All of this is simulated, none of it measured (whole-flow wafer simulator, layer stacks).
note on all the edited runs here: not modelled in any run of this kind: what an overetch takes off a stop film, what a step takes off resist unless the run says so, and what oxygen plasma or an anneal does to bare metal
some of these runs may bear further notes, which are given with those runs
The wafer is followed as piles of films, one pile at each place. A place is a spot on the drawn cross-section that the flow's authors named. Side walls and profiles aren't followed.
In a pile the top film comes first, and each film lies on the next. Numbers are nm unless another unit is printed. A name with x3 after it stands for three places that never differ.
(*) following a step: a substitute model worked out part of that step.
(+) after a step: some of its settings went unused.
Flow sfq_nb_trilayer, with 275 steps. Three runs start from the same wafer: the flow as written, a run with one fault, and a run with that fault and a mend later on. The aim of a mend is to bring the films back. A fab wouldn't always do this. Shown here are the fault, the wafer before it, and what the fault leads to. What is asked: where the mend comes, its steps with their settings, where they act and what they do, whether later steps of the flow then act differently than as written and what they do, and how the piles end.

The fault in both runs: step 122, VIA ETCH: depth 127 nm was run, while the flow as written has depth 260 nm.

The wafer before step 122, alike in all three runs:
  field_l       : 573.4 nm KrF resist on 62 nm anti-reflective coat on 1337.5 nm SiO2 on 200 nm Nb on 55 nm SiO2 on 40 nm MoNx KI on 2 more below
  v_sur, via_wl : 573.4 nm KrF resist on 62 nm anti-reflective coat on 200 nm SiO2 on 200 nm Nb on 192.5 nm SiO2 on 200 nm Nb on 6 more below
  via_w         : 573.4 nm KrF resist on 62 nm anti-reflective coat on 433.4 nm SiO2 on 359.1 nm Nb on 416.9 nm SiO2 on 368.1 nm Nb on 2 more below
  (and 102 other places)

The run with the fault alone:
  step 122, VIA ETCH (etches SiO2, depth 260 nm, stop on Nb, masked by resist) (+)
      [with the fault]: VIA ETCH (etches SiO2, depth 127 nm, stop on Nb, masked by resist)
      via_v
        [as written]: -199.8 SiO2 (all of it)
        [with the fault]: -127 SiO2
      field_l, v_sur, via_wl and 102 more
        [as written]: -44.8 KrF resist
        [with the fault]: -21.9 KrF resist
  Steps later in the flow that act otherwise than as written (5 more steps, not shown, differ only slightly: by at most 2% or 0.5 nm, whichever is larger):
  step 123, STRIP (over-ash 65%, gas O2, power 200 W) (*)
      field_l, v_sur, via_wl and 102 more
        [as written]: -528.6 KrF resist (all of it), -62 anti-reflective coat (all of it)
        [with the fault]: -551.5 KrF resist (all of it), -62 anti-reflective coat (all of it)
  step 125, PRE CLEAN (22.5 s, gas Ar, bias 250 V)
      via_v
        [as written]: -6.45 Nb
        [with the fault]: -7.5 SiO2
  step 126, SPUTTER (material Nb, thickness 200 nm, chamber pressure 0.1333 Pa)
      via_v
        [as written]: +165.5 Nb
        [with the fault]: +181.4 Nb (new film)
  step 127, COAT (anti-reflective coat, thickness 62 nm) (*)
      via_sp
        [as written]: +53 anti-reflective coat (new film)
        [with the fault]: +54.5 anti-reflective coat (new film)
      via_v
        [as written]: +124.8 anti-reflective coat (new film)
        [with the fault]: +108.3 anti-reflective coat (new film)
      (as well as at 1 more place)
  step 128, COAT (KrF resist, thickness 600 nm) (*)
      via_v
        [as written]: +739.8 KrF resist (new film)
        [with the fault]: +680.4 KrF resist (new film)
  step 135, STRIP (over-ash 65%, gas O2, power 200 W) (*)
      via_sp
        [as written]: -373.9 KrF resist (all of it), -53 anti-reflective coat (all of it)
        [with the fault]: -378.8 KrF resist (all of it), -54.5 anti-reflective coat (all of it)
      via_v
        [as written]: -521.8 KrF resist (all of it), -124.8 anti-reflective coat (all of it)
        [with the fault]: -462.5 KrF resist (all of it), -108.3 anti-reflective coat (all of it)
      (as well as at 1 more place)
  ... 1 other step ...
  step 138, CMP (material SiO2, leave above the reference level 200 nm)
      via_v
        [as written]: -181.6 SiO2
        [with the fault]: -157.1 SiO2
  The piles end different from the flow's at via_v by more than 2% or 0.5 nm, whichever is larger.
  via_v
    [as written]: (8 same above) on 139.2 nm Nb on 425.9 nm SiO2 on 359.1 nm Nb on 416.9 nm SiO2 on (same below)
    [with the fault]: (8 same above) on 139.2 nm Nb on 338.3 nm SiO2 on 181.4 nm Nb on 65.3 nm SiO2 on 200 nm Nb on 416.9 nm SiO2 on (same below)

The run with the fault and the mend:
  The mend stands after step 122.
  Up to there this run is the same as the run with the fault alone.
  step 122a, VIA ETCH (etches SiO2, depth 133 nm, stop on Nb, masked by resist) (+) (the flow's step 122, run once more with other settings)
      field_l, v_sur, via_wl and 102 more
        -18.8 KrF resist
      via_v
        -72.8 SiO2 (all of it)
  None of the later steps of the flow differs from how it acts as written, at any place that is followed, by more than 2% or 0.5 nm, whichever is larger.
  By the end, the piles equal the flow's at every place that both follow.
